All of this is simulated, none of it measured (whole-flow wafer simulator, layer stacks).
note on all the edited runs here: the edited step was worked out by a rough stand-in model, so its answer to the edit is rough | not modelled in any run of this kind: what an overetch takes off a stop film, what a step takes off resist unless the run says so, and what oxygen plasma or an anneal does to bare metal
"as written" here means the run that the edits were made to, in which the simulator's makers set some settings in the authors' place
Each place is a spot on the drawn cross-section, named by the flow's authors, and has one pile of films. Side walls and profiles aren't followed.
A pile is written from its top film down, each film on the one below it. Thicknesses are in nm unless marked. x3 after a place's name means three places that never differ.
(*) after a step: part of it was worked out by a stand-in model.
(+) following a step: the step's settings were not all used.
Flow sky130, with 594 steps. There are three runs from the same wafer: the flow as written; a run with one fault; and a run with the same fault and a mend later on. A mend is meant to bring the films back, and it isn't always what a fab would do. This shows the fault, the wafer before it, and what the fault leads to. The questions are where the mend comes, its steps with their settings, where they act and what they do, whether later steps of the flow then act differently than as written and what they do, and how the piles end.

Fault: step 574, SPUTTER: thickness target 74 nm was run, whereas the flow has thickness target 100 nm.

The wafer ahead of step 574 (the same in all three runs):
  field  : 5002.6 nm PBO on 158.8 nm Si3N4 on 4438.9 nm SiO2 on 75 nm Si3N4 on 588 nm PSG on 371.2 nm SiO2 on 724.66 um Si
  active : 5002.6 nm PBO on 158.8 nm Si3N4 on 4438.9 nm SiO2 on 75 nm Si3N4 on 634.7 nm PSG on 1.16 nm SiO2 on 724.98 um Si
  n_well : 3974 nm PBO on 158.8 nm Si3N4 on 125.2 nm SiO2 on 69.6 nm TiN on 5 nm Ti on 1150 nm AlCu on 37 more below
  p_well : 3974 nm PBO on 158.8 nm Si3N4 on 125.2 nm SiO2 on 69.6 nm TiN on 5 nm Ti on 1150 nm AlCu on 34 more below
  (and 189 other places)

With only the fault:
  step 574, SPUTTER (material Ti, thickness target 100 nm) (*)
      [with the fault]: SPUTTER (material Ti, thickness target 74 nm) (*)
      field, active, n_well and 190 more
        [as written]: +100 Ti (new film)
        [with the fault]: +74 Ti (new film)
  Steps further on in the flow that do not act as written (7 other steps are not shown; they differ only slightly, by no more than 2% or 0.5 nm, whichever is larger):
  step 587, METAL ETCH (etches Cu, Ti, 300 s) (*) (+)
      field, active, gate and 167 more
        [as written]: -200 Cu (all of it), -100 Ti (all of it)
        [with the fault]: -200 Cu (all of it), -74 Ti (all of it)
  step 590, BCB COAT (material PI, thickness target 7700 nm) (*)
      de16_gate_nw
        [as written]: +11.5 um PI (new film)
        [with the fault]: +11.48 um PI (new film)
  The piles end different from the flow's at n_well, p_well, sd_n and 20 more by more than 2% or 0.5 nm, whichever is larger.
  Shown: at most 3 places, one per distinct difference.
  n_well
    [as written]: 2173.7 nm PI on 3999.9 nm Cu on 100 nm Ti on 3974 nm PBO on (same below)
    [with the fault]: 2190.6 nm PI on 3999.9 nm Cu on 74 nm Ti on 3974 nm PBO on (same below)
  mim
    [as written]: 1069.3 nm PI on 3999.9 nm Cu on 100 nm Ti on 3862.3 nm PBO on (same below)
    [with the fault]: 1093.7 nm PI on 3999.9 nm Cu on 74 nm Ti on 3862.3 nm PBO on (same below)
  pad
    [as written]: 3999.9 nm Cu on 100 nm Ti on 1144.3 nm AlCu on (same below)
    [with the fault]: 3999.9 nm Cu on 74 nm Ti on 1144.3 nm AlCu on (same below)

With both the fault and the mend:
  The mend follows step 574.
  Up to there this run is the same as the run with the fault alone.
  step 574a, SPUTTER (material Ti, thickness target 26 nm) (*) (a further turn of the flow's step 574, with different settings)
      field, active, n_well and 190 more
        +26 Ti
  Every later step of the flow that is run acts as written at every place that is followed.
  At every place that both follow, the piles at the end match the flow's.
